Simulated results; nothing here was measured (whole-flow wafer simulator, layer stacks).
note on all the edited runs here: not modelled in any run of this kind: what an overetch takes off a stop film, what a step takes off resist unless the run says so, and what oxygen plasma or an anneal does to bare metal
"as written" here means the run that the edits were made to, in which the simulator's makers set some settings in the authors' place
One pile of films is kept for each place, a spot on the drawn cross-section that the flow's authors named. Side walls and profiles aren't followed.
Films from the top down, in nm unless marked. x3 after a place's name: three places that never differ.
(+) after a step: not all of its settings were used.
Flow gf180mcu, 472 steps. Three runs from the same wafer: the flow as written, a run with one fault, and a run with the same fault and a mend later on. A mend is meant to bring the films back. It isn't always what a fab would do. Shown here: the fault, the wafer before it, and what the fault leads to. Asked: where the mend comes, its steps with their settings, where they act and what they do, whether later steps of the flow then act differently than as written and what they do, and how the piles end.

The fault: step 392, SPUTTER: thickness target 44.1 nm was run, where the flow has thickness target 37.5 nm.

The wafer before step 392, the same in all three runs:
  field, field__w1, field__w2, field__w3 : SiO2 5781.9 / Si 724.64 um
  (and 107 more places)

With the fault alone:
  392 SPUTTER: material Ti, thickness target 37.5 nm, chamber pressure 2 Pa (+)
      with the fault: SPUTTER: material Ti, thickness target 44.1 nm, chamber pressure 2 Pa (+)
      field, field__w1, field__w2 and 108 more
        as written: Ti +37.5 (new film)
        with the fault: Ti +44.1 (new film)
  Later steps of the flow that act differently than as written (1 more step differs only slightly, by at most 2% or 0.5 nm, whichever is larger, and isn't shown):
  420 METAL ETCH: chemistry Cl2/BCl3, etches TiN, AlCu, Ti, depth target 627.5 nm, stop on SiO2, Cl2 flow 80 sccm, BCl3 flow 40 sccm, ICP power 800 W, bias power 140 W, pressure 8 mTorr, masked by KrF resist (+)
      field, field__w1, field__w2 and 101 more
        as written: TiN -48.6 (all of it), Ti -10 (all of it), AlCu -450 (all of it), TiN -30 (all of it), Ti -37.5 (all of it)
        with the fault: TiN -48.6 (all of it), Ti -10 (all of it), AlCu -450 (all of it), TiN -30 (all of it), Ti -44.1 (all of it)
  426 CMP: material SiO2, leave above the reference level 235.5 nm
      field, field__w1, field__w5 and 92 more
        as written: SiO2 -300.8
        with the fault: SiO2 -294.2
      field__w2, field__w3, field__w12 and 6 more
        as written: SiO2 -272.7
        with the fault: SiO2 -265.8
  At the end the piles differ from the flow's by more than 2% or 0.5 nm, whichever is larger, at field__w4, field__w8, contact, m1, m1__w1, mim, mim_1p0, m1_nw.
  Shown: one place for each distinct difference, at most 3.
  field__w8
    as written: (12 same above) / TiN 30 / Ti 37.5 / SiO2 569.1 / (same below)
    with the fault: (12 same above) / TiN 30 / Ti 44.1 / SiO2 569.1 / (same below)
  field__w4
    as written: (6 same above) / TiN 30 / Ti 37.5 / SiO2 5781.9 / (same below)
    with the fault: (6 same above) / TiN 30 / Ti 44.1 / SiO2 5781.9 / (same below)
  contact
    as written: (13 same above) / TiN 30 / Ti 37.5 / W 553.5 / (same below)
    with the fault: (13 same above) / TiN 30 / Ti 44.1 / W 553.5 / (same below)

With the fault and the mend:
  The mend comes after step 392.
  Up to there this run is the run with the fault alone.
  392a METAL ETCH: chemistry Cl2/BCl3, etches TiN, AlCu, Ti, depth target 6.6 nm, Cl2 flow 80 sccm, BCl3 flow 40 sccm, ICP power 800 W, bias power 140 W, pressure 8 mTorr (the flow's step 260 once more, with other settings)
      field, field__w1, field__w2 and 108 more
        Ti -6.6
  No later step of the flow acts differently than as written at any place that is followed.
  At the end the piles are the same as the flow's at every place that both follow.
